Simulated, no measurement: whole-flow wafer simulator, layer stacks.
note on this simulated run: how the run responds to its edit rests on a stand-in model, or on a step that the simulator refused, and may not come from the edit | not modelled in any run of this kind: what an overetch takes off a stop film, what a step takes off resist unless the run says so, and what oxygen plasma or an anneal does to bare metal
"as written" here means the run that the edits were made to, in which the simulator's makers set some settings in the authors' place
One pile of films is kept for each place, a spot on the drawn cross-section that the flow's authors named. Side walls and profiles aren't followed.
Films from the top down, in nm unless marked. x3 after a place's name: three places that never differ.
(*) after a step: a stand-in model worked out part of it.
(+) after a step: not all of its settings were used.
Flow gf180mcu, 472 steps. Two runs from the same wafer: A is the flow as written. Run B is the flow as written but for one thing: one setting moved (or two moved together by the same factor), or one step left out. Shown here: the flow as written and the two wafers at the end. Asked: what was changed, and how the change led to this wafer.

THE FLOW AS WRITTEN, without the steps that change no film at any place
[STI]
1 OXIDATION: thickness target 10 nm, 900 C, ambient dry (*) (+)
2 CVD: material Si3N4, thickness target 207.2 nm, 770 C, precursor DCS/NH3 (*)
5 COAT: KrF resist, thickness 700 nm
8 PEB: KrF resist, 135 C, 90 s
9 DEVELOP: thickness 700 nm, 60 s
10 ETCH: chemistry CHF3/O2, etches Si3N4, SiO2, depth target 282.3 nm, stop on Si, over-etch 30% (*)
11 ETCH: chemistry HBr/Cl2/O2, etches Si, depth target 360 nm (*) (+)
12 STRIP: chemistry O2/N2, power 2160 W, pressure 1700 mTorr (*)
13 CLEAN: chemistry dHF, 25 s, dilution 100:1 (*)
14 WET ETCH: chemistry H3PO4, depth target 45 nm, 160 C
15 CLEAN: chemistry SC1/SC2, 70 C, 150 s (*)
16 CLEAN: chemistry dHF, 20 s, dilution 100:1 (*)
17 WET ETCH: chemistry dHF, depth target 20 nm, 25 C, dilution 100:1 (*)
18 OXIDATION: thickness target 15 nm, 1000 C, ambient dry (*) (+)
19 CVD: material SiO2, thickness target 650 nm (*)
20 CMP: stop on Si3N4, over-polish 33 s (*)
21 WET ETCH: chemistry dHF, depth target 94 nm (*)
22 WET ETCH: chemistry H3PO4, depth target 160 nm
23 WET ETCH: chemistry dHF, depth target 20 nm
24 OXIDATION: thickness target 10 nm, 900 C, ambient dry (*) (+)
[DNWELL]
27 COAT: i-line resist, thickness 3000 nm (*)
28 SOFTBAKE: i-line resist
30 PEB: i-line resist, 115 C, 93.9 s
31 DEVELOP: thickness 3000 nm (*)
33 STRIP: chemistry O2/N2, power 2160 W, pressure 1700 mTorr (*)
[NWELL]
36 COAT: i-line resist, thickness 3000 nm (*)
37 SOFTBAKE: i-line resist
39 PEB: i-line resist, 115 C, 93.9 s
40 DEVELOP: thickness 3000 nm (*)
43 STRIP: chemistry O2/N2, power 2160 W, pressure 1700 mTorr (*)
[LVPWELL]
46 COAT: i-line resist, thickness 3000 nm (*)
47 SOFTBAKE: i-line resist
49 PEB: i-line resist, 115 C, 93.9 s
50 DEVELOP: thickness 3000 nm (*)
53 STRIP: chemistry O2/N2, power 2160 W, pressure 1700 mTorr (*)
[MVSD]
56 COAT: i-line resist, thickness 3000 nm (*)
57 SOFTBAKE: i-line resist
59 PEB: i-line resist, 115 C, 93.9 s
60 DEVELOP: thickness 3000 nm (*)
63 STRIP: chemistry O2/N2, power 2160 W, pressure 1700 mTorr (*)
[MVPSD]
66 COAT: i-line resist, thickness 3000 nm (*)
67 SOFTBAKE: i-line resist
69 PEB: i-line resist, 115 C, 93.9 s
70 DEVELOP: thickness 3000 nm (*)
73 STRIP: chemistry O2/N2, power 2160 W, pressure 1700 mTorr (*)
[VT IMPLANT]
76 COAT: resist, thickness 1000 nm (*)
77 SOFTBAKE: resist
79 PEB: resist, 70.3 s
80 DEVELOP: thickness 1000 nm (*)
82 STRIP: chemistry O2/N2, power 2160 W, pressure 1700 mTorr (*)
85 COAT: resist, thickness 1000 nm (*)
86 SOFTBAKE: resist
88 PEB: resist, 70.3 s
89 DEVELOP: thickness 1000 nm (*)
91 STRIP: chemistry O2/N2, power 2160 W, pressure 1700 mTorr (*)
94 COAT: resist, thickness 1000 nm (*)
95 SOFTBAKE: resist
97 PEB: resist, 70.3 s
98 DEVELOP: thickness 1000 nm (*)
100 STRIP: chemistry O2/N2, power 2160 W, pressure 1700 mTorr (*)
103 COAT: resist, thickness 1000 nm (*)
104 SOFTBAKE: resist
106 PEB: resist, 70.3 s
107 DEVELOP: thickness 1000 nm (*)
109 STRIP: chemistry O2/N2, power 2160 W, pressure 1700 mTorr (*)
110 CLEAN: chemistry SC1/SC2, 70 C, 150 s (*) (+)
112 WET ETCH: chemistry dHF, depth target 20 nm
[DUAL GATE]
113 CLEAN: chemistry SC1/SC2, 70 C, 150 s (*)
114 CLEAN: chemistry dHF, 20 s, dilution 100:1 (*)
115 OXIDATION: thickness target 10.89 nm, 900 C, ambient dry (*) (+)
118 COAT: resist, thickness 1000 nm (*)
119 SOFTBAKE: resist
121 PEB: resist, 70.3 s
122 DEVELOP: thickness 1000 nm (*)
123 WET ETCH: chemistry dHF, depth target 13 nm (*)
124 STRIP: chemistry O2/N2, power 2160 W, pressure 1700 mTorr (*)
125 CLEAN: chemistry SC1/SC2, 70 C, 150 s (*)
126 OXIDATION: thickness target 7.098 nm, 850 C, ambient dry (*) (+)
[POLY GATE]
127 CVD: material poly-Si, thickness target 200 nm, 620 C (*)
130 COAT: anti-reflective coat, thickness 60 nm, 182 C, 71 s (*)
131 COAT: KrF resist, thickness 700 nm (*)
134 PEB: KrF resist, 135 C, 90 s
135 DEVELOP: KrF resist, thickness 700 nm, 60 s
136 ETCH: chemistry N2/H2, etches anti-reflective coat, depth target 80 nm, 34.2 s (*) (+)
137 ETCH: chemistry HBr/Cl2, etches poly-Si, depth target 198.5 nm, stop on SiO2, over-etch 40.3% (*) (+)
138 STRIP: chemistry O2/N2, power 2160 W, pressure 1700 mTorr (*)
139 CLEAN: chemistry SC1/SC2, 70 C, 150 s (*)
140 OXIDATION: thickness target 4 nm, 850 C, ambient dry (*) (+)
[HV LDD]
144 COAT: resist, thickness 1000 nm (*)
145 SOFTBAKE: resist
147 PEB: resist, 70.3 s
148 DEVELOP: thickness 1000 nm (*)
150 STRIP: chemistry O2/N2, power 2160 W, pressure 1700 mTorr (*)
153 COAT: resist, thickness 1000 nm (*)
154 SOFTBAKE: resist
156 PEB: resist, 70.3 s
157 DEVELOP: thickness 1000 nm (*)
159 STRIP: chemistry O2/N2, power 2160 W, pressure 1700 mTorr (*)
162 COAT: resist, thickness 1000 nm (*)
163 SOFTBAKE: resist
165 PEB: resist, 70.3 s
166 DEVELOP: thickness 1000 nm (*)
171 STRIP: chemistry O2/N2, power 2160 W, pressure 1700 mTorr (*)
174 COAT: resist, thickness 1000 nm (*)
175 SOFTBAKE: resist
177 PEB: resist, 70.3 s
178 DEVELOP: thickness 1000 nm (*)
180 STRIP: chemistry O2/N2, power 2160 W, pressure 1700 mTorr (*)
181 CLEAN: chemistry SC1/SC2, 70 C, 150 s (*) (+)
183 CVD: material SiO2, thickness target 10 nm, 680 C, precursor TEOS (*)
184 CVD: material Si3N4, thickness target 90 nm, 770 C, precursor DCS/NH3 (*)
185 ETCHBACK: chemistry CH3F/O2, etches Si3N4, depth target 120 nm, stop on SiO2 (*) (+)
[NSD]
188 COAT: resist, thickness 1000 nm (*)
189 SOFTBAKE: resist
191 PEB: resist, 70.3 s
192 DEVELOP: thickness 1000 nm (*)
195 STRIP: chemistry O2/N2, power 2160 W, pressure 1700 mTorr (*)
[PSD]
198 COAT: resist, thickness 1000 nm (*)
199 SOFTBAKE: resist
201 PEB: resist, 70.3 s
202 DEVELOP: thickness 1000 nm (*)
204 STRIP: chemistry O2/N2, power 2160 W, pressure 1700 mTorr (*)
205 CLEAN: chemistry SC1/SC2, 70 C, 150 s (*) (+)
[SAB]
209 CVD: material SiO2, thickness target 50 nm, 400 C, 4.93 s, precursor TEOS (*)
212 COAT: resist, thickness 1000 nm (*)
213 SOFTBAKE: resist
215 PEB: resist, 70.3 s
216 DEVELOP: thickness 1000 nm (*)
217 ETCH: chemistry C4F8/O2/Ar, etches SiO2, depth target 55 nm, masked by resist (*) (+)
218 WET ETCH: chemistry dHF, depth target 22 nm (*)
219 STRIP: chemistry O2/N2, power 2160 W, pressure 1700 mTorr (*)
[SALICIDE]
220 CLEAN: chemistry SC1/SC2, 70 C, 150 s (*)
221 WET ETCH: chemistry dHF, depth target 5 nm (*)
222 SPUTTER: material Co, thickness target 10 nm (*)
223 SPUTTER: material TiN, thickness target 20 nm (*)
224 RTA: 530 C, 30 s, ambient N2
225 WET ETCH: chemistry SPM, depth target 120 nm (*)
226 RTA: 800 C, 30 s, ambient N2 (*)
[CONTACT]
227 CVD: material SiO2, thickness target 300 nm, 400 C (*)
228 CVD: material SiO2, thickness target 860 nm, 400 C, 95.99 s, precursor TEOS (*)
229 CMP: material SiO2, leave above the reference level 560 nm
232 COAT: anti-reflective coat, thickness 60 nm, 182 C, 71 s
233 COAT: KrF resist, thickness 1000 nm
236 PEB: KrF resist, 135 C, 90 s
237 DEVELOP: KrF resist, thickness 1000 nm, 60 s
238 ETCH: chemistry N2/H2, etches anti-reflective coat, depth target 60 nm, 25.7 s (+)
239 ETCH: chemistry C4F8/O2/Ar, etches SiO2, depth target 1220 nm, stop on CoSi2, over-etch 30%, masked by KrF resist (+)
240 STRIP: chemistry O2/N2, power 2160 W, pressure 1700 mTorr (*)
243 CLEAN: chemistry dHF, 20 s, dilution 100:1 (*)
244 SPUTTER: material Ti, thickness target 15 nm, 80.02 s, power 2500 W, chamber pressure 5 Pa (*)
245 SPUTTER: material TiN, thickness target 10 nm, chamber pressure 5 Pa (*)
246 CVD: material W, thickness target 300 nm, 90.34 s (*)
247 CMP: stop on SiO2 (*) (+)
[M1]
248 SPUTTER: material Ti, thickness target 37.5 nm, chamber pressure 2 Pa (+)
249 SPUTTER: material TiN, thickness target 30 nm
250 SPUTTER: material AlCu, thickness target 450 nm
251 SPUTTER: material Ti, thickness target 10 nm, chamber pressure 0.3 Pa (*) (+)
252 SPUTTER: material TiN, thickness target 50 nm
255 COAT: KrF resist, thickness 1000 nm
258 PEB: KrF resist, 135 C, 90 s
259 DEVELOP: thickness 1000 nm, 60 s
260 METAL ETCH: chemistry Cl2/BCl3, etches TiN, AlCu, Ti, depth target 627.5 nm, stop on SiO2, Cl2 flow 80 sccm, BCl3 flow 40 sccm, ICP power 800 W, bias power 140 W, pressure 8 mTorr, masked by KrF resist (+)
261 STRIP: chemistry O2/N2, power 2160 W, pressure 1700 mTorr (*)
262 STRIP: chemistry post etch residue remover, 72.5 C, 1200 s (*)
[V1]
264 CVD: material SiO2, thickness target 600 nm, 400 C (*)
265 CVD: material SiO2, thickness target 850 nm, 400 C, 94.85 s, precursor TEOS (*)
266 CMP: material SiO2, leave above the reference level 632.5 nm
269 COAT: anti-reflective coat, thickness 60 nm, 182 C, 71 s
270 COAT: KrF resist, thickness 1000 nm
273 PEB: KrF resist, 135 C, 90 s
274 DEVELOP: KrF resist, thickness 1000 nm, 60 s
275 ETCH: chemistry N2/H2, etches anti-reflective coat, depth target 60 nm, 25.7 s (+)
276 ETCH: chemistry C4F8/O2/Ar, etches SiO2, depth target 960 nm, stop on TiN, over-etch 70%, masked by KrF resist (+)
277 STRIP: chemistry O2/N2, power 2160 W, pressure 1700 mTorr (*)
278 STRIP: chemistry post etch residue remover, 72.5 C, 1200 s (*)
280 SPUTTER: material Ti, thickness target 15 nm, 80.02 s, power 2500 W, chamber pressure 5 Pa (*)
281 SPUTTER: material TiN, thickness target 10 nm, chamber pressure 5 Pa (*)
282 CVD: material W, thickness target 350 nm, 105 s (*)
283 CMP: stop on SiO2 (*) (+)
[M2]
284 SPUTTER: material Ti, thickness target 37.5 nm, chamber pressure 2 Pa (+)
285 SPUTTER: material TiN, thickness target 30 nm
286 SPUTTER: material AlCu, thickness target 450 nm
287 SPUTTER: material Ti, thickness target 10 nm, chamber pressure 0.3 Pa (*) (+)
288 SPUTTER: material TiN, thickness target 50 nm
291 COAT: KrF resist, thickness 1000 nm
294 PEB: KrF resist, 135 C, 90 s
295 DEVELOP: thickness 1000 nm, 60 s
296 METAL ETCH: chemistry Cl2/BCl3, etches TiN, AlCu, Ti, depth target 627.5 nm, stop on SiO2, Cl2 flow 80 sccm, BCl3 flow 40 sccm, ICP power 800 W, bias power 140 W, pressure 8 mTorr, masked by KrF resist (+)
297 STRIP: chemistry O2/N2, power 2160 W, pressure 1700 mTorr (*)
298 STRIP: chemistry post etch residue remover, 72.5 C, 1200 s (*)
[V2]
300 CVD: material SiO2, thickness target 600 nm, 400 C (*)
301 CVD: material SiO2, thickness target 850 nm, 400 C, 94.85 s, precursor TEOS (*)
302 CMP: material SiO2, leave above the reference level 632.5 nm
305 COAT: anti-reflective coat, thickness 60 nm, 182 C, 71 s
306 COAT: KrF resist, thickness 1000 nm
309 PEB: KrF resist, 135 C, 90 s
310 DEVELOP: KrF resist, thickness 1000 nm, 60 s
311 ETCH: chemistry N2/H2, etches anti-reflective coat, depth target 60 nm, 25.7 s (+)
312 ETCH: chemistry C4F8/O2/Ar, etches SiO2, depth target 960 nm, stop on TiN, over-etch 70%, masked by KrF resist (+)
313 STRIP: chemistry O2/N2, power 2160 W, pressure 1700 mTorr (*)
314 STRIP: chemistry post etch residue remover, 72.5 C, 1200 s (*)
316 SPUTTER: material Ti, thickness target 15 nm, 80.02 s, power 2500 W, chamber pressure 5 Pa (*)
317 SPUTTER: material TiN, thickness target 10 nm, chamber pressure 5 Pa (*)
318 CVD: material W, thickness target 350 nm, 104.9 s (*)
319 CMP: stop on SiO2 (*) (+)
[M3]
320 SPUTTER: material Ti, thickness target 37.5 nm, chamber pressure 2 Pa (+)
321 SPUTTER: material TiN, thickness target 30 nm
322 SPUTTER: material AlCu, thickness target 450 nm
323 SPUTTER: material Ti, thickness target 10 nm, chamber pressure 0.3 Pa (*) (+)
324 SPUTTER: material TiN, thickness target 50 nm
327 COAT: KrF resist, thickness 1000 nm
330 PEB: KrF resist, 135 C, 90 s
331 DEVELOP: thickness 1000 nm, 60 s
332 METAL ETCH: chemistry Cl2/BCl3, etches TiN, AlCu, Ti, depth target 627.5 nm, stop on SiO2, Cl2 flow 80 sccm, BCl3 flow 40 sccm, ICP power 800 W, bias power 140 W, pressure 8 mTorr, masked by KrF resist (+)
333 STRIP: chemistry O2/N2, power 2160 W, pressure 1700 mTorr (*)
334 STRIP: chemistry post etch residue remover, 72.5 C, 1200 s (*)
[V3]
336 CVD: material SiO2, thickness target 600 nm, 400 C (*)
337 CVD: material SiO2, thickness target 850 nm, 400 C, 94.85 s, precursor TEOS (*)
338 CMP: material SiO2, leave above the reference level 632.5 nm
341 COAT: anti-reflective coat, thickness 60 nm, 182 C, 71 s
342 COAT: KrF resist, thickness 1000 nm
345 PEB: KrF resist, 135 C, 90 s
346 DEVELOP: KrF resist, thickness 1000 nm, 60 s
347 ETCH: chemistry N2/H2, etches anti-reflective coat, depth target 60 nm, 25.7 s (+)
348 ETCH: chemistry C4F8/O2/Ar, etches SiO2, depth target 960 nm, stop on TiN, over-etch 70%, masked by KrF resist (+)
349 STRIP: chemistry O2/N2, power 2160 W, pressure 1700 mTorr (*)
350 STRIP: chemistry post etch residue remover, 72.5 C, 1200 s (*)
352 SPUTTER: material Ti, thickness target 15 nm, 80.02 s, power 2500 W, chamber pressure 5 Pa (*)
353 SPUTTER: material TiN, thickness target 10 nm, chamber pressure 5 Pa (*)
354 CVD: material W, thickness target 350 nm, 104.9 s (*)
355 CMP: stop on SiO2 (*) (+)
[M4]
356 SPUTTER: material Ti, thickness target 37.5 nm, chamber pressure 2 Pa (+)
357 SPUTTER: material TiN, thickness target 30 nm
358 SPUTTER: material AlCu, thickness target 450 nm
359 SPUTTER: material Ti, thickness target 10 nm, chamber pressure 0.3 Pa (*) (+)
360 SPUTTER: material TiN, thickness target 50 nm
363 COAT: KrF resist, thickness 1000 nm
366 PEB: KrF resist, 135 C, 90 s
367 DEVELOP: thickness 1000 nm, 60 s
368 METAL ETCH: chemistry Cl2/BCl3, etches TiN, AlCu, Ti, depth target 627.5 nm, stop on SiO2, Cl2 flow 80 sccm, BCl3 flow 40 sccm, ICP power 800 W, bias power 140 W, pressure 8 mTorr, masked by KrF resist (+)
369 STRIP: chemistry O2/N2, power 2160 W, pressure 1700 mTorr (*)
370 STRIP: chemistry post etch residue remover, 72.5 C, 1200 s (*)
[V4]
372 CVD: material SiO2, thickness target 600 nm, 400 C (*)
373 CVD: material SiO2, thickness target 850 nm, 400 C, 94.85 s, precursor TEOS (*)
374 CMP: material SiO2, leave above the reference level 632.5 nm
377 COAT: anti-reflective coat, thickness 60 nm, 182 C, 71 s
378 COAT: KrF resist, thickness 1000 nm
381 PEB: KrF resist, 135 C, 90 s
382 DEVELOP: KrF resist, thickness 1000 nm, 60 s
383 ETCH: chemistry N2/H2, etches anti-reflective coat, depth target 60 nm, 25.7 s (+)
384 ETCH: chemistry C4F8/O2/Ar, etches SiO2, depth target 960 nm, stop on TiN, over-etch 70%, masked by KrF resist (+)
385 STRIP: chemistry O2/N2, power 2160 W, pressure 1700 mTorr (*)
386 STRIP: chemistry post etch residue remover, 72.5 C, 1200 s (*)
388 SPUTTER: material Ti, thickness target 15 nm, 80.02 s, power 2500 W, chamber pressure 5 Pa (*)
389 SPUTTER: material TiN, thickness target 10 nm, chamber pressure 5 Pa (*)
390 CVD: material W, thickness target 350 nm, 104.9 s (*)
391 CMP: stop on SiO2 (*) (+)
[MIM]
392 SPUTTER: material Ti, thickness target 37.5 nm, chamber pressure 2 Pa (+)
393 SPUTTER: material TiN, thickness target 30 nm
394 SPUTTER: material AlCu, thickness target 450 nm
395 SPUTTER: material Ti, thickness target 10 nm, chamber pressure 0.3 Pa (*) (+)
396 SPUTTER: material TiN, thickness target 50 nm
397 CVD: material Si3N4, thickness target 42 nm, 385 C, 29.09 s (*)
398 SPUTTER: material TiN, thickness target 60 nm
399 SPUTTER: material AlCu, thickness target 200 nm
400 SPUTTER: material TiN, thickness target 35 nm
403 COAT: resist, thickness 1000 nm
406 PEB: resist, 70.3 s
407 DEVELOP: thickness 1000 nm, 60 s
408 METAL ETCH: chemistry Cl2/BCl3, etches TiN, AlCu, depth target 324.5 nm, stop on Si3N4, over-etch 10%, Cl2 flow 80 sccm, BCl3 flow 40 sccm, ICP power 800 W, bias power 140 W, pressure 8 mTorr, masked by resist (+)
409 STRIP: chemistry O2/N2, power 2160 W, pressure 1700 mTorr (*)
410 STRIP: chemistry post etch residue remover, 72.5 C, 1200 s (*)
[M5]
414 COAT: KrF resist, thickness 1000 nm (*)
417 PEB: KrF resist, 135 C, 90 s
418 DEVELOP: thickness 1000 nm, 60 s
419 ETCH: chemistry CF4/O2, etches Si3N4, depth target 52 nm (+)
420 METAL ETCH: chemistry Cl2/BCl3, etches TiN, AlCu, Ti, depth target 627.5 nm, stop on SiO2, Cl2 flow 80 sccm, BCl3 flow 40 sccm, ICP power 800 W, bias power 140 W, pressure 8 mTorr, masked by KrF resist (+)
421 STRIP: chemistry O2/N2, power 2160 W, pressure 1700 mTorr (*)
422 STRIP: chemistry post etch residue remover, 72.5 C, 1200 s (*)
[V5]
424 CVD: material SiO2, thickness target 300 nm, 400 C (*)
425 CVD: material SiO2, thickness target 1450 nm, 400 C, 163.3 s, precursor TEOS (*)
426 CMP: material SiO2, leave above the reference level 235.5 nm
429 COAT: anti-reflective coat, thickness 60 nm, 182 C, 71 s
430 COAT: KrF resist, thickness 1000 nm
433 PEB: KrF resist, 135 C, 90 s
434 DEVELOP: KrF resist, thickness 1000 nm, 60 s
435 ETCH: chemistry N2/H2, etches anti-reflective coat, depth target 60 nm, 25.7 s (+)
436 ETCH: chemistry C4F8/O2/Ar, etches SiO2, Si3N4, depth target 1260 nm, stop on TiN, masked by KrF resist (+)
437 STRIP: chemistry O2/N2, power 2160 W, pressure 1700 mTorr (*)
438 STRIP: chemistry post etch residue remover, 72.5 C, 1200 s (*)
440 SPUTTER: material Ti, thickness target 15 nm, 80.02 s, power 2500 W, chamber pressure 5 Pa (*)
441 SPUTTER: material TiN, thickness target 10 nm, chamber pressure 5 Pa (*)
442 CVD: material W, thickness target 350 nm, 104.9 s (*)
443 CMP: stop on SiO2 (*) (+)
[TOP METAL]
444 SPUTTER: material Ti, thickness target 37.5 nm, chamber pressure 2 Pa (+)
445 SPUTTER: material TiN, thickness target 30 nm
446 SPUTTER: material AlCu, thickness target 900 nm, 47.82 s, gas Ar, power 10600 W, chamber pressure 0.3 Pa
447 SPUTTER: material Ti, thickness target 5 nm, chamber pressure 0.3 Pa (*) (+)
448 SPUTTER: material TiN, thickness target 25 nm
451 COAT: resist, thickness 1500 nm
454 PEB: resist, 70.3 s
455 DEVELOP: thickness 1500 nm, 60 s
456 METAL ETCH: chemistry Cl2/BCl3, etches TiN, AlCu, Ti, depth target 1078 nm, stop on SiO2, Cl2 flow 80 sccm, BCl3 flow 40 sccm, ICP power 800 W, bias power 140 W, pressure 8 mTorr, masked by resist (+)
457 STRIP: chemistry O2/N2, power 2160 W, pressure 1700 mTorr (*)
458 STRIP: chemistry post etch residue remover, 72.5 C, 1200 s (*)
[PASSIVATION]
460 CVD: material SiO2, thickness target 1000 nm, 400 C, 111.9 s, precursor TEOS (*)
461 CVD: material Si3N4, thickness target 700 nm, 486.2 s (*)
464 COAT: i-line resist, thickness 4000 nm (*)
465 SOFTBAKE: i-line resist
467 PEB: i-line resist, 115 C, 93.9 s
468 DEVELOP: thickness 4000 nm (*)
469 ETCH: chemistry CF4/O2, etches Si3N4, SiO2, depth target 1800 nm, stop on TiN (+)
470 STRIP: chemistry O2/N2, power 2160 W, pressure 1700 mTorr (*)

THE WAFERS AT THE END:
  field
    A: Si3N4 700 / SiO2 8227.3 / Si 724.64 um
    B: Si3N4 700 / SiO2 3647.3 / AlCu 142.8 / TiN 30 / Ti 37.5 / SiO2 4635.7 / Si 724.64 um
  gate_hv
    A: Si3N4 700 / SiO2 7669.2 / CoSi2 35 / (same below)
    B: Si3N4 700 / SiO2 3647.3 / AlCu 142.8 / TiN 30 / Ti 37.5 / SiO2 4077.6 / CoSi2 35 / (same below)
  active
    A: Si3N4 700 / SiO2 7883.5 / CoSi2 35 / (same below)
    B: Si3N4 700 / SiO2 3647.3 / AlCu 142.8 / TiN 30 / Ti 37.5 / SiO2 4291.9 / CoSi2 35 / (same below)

The cause: step 358, SPUTTER: thickness target 716 nm was run, where the flow has thickness target 450 nm.

How the change led to this, step by step:
  358 SPUTTER: material AlCu, thickness target 450 nm
      field, field__w1, field__w2 and 108 more: A AlCu +450 (new film) | B AlCu +716 (new film)
  368 METAL ETCH: chemistry Cl2/BCl3, etches TiN, AlCu, Ti, depth target 627.5 nm, stop on SiO2, Cl2 flow 80 sccm, BCl3 flow 40 sccm, ICP power 800 W, bias power 140 W, pressure 8 mTorr, masked by KrF resist (+)
      field, field__w1, field__w2 and 103 more: A TiN -50 (all of it), Ti -10 (all of it), AlCu -450 (all of it), TiN -30 (all of it), Ti -37.5 (all of it) | B TiN -50 (all of it), Ti -10 (all of it), AlCu -567.5
  370 STRIP: chemistry post etch residue remover, 72.5 C, 1200 s (*)
      field, field__w1, field__w2 and 103 more: A nothing | B AlCu -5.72
  372 CVD: material SiO2, thickness target 600 nm, 400 C (*)
      field, field__w1, field__w2 and 103 more: A SiO2 +600 | B SiO2 +600 (new film)
  374 CMP: material SiO2, leave above the reference level 632.5 nm
      field, field__w1, field__w2 and 103 more: A SiO2 -300 | B SiO2 -244.3
Counting metal films that touch as one body, field has 1 body; the flow as written gives 0 bodies.
Counting metal films that touch as one body, gate_hv has 2 bodies (between them, from the top down: SiO2 4077.6); the flow as written gives 1 body.
Counting metal films that touch as one body, active has 2 bodies (between them, from the top down: SiO2 4291.9); the flow as written gives 1 body.
